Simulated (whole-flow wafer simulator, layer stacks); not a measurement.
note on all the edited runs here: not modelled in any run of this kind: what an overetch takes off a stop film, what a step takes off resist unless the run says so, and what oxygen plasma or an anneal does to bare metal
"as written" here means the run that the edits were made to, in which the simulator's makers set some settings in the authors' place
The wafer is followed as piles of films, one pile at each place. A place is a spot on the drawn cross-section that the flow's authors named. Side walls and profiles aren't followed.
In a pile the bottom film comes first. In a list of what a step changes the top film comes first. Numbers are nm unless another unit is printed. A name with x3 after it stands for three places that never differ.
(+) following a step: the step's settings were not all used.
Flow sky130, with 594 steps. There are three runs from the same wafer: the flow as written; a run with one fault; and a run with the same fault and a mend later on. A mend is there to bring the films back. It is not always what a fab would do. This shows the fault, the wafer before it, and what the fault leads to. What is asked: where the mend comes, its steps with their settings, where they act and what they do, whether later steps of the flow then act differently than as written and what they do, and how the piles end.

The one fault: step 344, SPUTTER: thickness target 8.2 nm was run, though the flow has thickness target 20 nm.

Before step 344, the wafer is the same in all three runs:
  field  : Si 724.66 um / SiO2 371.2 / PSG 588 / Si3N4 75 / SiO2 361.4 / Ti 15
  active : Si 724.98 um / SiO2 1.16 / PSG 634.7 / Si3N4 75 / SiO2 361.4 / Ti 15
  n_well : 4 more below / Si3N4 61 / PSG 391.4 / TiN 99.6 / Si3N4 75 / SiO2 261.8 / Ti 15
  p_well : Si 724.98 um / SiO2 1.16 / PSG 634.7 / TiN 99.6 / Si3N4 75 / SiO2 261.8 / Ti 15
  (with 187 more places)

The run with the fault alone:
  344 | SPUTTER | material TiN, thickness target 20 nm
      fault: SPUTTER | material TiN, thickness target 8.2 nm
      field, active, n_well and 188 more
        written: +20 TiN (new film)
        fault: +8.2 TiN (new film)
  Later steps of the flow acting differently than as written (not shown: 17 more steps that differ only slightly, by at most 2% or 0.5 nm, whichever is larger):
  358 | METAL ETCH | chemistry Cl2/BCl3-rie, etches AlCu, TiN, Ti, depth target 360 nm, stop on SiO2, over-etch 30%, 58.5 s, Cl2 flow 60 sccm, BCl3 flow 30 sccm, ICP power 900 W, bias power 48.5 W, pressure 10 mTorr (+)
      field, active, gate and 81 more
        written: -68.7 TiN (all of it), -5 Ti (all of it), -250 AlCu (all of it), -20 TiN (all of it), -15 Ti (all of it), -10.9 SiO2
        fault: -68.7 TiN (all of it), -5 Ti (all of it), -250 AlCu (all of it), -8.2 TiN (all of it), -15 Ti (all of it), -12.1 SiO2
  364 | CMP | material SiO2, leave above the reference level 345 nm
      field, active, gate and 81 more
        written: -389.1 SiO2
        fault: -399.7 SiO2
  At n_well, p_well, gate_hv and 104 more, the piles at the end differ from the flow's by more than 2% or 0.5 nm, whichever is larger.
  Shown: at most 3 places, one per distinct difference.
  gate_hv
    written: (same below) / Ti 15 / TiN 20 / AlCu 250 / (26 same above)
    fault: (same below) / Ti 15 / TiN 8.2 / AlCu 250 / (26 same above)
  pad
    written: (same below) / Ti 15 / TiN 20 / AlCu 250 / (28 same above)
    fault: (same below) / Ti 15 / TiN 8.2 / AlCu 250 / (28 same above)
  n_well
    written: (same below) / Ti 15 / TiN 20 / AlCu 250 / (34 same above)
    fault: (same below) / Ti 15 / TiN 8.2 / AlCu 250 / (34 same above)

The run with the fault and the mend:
  The mend stands after step 344.
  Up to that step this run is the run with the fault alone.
  344a | SPUTTER | material TiN, thickness target 11.8 nm (the flow's step 344 again, with other settings)
      field, active, n_well and 188 more
        +11.8 TiN
  Later steps of the flow that are run all act as written at every place that is followed.
  The piles end the same as the flow's at every place that both follow.
